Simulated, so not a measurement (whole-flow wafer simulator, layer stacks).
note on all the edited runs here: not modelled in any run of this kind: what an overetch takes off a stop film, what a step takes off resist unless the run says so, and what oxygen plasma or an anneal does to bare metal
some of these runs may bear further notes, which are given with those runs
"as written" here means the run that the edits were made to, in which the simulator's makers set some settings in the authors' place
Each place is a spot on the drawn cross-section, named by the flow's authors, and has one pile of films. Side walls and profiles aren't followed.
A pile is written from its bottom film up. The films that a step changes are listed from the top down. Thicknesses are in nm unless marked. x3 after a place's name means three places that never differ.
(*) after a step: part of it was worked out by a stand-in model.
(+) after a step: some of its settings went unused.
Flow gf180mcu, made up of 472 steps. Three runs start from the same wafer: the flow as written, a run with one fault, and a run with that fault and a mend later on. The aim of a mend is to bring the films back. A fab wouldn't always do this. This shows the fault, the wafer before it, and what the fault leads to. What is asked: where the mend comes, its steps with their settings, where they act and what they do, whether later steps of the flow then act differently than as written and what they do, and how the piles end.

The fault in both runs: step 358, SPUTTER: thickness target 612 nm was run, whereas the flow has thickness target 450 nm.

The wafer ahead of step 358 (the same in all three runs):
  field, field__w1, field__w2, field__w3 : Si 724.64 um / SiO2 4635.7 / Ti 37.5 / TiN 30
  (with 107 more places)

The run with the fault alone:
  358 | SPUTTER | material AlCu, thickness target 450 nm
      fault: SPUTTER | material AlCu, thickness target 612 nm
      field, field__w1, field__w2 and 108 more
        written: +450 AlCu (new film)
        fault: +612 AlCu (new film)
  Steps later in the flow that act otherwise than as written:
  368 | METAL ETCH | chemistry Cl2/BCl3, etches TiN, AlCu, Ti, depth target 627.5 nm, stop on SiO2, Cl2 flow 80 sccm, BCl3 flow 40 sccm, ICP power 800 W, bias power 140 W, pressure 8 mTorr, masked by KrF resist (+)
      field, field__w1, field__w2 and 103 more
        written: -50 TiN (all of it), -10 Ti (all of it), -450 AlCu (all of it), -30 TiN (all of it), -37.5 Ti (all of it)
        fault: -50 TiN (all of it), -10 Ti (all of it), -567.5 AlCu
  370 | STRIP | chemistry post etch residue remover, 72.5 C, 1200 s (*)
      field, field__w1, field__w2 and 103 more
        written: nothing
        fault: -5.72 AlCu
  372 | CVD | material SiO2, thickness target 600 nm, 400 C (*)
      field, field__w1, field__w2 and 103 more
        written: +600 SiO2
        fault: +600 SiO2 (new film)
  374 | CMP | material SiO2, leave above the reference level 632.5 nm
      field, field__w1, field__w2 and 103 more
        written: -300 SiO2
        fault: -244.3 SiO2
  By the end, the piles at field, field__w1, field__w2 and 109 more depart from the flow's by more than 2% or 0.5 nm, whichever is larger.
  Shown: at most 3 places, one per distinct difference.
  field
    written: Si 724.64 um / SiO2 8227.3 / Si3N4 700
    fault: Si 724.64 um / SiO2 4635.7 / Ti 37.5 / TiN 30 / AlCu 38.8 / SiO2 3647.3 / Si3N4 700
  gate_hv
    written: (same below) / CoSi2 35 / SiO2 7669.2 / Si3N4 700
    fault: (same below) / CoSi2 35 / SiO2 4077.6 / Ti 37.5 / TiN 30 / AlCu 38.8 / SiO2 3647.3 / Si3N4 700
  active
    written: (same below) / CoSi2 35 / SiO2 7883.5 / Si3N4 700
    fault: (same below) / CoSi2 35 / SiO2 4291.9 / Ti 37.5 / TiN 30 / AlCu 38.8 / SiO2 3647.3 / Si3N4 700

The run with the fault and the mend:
  After step 358 comes the mend.
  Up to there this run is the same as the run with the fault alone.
  358a | METAL ETCH | chemistry Cl2/BCl3, etches TiN, AlCu, Ti, depth target 162 nm, Cl2 flow 80 sccm, BCl3 flow 40 sccm, ICP power 800 W, bias power 140 W, pressure 8 mTorr (the flow's step 260 again, with other settings)
      field, field__w1, field__w2 and 108 more
        -162 AlCu
  Every later step of the flow that is run acts as written at every place that is followed.
  At every place that both follow, the piles at the end match the flow's.
